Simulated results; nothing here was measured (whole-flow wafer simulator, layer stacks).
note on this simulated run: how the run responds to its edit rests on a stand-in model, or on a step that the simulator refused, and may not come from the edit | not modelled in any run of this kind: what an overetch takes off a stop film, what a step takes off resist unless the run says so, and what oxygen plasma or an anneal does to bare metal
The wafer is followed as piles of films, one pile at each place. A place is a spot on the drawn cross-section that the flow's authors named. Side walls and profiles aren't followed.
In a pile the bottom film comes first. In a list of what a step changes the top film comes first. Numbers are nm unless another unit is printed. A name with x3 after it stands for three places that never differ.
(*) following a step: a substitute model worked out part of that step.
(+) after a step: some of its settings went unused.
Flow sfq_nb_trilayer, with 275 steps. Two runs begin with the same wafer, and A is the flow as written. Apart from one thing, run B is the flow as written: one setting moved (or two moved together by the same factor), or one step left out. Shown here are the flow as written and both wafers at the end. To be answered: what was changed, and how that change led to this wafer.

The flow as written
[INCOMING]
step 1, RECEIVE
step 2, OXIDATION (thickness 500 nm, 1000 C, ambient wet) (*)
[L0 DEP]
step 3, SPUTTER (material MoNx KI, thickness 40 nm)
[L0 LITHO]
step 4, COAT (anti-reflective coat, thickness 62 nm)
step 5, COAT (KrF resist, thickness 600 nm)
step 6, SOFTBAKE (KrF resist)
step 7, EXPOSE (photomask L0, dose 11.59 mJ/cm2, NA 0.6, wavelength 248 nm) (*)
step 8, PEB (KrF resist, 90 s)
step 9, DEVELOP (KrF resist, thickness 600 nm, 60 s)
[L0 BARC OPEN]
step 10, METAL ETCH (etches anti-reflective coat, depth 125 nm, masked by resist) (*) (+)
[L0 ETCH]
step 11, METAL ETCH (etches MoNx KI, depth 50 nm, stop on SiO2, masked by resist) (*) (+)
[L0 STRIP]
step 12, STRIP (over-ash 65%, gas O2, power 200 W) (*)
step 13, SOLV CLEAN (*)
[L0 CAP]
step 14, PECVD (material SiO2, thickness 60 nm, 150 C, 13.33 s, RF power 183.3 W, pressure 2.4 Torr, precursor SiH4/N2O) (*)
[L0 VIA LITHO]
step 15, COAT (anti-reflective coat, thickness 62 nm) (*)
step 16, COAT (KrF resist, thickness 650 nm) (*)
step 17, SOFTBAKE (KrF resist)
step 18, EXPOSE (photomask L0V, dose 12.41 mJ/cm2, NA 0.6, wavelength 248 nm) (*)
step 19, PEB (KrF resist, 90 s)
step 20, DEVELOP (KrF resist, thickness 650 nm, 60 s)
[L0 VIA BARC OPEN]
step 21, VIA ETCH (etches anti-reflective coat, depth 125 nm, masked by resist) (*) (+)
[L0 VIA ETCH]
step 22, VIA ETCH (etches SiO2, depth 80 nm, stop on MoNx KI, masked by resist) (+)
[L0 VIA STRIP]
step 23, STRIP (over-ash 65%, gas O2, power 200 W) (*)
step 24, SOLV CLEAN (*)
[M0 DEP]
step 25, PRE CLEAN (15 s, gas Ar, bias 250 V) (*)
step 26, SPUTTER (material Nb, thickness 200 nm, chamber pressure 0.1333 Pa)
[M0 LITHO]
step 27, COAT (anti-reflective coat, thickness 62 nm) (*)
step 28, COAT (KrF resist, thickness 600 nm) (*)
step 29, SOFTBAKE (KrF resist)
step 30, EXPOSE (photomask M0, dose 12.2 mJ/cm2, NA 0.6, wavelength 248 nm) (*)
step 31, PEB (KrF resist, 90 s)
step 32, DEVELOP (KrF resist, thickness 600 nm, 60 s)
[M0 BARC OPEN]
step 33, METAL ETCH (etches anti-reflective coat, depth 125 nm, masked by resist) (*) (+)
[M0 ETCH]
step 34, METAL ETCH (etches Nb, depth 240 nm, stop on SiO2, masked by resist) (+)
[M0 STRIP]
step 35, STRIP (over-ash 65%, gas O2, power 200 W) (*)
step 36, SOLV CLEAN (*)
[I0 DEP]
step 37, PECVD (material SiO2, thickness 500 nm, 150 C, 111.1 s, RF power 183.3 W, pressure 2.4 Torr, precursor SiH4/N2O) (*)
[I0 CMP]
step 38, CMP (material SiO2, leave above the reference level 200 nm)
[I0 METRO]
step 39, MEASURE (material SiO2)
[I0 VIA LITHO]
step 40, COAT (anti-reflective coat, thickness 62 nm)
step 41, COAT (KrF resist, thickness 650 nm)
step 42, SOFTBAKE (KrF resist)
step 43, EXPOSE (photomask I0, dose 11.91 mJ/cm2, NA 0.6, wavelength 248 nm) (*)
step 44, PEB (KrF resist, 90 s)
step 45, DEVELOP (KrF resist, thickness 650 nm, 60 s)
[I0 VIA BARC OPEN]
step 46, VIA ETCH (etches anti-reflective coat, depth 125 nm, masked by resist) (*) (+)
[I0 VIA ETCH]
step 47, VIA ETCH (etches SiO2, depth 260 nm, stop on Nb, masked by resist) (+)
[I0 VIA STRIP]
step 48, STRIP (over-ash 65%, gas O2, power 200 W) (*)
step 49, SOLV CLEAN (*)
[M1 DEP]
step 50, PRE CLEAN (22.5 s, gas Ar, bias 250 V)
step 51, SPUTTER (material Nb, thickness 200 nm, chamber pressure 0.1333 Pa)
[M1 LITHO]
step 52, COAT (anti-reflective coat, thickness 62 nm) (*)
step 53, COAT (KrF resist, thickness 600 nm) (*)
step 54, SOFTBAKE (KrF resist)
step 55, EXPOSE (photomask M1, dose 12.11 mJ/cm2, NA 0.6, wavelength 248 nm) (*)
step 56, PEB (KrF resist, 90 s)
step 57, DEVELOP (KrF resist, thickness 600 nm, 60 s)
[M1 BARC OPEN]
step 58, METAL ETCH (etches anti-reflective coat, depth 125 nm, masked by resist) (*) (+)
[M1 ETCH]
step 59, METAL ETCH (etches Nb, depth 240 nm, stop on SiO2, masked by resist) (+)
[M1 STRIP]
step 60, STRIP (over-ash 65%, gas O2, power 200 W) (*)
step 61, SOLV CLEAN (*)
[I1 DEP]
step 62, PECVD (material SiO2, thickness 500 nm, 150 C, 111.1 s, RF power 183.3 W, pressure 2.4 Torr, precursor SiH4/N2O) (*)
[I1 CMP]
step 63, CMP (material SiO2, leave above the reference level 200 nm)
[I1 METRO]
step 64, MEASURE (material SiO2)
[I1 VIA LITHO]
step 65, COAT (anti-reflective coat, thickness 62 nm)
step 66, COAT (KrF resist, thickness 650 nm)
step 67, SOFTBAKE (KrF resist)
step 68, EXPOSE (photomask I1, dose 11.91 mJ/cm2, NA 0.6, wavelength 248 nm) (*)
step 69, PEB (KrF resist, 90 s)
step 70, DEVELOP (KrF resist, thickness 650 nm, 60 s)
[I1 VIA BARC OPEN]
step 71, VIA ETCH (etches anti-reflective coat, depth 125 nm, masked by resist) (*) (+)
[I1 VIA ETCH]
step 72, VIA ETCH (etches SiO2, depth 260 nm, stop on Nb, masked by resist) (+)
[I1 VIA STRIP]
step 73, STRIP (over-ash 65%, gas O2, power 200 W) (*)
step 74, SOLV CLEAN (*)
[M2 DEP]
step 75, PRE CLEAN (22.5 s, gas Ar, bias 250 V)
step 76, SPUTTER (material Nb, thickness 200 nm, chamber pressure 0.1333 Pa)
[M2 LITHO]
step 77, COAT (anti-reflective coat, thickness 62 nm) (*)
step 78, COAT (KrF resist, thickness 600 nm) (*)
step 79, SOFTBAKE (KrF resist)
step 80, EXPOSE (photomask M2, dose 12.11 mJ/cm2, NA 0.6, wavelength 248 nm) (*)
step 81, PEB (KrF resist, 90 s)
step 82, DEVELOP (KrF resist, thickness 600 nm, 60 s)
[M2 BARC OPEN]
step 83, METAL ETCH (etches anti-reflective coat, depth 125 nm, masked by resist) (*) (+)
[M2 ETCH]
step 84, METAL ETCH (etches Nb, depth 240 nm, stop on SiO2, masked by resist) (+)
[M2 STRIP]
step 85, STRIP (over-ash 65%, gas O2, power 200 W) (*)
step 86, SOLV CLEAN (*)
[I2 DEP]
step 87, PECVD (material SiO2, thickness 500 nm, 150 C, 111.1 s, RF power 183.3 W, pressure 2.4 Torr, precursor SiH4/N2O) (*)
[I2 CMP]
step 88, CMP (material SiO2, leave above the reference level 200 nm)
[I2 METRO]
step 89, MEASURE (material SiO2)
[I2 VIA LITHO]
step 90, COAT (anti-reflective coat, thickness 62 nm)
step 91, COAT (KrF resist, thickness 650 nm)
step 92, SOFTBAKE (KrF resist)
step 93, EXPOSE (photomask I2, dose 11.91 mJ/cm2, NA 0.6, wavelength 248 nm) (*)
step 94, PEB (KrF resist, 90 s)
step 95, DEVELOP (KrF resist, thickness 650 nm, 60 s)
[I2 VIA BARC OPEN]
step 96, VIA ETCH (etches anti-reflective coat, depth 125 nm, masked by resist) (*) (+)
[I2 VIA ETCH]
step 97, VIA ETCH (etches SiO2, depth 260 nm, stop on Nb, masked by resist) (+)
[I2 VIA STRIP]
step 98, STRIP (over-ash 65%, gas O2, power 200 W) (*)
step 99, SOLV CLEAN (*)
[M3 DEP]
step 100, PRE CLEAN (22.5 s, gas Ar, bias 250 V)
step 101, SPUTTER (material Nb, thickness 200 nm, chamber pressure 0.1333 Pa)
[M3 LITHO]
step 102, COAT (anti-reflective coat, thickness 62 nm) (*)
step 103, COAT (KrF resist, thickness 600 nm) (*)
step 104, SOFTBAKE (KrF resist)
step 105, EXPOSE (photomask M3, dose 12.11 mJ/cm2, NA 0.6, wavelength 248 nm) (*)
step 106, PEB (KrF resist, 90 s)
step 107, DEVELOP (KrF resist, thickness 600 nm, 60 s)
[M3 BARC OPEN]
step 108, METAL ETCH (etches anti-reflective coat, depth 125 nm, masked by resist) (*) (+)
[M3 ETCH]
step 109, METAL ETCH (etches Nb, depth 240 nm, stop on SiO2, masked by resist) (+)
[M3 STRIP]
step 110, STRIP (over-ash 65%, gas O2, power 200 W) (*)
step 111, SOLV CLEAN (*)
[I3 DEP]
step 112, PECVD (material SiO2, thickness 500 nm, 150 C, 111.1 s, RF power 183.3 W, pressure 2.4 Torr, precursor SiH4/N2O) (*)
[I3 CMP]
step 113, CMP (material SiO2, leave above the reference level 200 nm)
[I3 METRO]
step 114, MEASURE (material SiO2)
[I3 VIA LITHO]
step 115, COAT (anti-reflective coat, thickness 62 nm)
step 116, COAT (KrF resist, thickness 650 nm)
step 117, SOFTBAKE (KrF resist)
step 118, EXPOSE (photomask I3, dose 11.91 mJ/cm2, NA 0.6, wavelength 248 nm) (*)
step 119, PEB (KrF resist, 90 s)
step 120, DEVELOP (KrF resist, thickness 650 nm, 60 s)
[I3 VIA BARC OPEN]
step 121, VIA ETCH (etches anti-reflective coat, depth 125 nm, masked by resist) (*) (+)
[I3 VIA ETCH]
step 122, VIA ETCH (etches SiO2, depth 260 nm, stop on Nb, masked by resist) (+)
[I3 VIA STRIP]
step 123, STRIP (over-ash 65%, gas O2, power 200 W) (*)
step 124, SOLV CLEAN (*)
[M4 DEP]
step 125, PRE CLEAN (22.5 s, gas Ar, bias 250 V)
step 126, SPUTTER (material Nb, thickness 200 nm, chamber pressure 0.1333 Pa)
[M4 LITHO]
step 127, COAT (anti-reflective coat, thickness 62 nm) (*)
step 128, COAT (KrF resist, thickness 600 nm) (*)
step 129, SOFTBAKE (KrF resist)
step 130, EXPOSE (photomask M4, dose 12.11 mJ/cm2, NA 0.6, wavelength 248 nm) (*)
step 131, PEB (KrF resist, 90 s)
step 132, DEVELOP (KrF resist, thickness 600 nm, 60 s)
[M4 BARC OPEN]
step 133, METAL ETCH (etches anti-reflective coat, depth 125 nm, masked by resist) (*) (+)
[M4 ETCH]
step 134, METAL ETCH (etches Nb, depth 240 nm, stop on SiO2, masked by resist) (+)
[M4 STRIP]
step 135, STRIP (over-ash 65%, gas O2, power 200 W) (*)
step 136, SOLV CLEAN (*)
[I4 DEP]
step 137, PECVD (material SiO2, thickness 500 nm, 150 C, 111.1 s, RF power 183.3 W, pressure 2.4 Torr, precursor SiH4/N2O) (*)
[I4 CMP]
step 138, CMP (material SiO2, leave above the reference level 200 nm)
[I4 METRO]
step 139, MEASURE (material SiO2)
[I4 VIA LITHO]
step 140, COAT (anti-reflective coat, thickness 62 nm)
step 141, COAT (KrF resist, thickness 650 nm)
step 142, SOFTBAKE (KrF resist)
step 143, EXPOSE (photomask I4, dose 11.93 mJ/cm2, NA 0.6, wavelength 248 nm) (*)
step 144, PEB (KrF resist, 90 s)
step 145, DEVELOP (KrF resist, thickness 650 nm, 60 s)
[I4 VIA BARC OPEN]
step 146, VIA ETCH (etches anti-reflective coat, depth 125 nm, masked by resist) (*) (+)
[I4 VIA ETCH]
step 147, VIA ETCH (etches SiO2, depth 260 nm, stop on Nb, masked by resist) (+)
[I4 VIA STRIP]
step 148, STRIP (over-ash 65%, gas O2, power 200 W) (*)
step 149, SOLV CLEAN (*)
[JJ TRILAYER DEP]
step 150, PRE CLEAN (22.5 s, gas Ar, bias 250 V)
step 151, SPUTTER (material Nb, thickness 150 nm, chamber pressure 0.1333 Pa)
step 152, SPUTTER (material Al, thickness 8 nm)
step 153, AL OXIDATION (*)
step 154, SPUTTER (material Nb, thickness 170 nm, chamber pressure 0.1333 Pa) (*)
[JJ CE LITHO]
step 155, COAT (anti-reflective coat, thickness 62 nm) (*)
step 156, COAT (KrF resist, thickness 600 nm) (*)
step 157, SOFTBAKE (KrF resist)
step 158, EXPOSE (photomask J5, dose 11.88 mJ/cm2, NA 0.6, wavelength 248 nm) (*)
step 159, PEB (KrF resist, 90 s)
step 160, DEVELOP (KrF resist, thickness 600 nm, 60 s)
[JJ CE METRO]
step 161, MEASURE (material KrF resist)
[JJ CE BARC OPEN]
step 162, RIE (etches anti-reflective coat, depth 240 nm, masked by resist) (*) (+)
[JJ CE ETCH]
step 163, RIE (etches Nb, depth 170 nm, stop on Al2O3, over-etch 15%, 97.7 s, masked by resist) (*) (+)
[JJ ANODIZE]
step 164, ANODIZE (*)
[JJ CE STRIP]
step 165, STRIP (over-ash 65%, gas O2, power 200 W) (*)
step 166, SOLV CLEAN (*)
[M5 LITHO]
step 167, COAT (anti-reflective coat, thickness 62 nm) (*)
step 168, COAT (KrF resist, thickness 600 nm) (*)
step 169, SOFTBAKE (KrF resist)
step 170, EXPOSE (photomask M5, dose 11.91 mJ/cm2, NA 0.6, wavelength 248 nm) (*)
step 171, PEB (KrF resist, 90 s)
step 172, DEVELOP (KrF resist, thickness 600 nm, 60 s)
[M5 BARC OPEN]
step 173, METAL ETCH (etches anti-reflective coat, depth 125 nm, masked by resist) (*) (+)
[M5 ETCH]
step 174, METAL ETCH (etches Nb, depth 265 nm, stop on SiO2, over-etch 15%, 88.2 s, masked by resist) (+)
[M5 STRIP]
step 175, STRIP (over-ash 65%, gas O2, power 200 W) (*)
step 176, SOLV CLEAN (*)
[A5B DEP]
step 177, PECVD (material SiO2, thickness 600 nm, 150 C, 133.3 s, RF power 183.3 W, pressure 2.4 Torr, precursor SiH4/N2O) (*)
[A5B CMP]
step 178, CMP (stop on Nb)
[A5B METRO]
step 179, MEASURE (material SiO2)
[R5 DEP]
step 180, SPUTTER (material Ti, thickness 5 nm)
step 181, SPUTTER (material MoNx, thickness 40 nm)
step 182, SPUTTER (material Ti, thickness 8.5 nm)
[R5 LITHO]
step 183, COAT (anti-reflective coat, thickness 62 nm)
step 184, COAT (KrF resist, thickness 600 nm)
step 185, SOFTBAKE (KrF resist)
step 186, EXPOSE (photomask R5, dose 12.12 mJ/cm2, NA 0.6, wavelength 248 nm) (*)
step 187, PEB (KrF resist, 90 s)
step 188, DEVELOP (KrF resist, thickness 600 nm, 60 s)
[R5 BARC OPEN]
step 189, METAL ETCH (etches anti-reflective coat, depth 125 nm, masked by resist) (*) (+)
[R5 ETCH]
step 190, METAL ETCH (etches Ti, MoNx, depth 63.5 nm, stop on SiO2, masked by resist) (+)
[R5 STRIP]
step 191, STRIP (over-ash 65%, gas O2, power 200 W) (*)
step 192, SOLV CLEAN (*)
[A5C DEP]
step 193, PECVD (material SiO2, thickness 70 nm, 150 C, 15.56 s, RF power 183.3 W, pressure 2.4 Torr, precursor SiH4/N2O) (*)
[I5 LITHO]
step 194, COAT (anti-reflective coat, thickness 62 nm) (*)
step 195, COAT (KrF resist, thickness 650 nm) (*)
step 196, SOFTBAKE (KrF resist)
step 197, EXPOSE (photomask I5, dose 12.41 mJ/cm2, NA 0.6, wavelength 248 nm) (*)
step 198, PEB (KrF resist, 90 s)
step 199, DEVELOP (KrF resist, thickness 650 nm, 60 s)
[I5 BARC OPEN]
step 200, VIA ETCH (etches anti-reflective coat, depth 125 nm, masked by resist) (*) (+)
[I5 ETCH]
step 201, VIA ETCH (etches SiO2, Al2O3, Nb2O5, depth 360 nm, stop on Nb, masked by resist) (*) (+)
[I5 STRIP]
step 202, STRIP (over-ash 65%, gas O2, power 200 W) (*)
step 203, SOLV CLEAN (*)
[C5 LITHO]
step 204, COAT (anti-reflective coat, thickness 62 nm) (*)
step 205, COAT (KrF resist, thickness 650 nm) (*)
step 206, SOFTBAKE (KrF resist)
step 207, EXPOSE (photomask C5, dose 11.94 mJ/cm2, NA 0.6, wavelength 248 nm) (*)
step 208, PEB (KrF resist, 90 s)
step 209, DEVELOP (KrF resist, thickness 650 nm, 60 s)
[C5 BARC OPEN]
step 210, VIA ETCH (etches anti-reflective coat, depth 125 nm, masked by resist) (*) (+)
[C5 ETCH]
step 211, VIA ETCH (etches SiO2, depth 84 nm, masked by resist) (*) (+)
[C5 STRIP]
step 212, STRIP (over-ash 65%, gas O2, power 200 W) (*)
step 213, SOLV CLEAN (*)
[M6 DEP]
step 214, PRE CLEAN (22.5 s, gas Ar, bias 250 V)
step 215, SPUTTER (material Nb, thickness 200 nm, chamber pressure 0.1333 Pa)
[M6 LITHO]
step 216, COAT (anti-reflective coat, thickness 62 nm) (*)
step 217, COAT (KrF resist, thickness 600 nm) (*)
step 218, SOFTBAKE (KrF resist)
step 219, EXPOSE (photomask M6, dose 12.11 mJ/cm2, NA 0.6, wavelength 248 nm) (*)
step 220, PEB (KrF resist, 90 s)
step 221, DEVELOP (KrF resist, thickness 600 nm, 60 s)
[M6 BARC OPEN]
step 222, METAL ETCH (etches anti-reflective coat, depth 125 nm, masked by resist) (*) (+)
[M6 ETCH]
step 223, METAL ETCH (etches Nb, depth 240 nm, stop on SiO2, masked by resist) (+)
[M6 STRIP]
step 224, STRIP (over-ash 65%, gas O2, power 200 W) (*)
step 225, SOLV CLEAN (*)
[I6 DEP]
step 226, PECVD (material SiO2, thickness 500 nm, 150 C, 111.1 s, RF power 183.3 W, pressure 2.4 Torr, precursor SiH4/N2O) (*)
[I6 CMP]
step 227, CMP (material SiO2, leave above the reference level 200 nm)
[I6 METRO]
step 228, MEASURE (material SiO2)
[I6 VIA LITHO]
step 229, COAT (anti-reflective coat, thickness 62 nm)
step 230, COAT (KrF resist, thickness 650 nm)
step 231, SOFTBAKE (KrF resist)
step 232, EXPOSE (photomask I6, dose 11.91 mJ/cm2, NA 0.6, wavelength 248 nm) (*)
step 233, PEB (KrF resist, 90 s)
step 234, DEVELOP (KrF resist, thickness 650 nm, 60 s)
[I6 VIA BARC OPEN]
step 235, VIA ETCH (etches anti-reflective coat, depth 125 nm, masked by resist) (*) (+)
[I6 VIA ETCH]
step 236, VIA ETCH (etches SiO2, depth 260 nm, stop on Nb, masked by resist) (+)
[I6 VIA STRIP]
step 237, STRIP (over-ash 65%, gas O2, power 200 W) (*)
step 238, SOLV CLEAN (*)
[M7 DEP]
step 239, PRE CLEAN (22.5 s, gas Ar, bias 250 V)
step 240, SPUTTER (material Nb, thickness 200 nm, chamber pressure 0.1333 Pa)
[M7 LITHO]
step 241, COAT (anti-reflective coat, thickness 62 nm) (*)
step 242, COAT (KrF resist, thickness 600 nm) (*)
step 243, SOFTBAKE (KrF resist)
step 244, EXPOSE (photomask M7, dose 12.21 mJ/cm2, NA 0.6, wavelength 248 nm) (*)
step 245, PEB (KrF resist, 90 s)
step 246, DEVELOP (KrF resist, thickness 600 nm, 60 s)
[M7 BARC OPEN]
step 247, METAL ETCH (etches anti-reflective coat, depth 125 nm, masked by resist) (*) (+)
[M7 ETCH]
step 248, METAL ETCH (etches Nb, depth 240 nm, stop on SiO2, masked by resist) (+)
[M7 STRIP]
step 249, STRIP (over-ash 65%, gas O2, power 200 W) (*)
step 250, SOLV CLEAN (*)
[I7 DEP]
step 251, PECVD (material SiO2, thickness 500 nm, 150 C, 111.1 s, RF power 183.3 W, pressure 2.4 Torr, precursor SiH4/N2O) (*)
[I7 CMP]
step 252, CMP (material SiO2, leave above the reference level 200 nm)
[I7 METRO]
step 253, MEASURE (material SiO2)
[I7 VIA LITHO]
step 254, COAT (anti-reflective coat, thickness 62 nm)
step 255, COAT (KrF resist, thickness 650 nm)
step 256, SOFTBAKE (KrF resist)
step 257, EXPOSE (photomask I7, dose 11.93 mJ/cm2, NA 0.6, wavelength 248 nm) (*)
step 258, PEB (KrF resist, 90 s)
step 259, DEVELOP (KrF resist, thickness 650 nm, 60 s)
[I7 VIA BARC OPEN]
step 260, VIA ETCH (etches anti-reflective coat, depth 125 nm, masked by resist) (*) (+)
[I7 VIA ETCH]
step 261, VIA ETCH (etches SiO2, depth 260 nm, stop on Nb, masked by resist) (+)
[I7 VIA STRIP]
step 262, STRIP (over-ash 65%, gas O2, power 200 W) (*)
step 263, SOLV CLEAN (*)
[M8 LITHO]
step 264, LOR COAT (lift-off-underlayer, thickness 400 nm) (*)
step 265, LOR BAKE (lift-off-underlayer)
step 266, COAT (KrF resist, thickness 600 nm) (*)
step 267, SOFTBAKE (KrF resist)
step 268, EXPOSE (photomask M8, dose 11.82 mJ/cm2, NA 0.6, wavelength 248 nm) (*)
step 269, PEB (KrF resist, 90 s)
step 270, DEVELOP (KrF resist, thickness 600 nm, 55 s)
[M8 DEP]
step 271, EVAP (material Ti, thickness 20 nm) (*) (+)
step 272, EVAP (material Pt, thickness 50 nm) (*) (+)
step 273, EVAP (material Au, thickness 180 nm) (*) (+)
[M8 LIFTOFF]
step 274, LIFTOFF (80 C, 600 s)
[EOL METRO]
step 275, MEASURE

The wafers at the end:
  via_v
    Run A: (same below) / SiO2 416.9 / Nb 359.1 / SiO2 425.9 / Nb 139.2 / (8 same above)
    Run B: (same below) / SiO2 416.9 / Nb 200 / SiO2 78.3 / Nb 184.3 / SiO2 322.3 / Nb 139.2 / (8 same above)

Cause: step 122, VIA ETCH: depth 114 nm was run, though the flow has depth 260 nm.

The path from the change to this, step by step:
  step 122, VIA ETCH (etches SiO2, depth 260 nm, stop on Nb, masked by resist) (+)
      via_v: A SiO2 loses 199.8 (all of it) | B SiO2 loses 114
      field_l, v_sur, via_wl and 102 more: A KrF resist loses 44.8 | B KrF resist loses 19.7
  step 123, STRIP (over-ash 65%, gas O2, power 200 W) (*)
      field_l, v_sur, via_wl and 102 more: A KrF resist loses 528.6 (all of it), anti-reflective coat loses 62 (all of it) | B KrF resist loses 553.8 (all of it), anti-reflective coat loses 62 (all of it)
  step 125, PRE CLEAN (22.5 s, gas Ar, bias 250 V)
      via_v: A Nb loses 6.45 | B SiO2 loses 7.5
  step 126, SPUTTER (material Nb, thickness 200 nm, chamber pressure 0.1333 Pa)
      via_v: A Nb gains 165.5 | B Nb gains 184.3 (new film)
  step 127, COAT (anti-reflective coat, thickness 62 nm) (*)
      via_sp: A anti-reflective coat gains 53 (new film) | B anti-reflective coat gains 54.8 (new film)
      via_v: A anti-reflective coat gains 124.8 (new film) | B anti-reflective coat gains 105.3 (new film)
      (also at 1 further place)
  step 128, COAT (KrF resist, thickness 600 nm) (*)
      via_v: A KrF resist gains 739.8 (new film) | B KrF resist gains 669.7 (new film)
  step 135, STRIP (over-ash 65%, gas O2, power 200 W) (*)
      via_sp: A KrF resist loses 373.9 (all of it), anti-reflective coat loses 53 (all of it) | B KrF resist loses 379.6 (all of it), anti-reflective coat loses 54.8 (all of it)
      via_v: A KrF resist loses 521.8 (all of it), anti-reflective coat loses 124.8 (all of it) | B KrF resist loses 451.9 (all of it), anti-reflective coat loses 105.3 (all of it)
      (also at 1 further place)
  step 137, PECVD (material SiO2, thickness 500 nm, 150 C, 111.1 s, RF power 183.3 W, pressure 2.4 Torr, precursor SiH4/N2O) (*)
      via_v: A SiO2 gains 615 (new film) | B SiO2 gains 500 (new film)
  step 138, CMP (material SiO2, leave above the reference level 200 nm)
      via_v: A SiO2 loses 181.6 | B SiO2 loses 170.2
If metal films that touch count as one body, via_v has 7 bodies (between them, from the top down: SiO2 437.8; SiO2 209 / Al2O3 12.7 / Nb2O5 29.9; SiO2 322.3; SiO2 78.3; SiO2 416.9; SiO2 192.5); the flow as written gives 6 bodies (between them, from the top down: SiO2 437.8; SiO2 209 / Al2O3 12.7 / Nb2O5 29.9; SiO2 425.9; SiO2 416.9; SiO2 192.5).
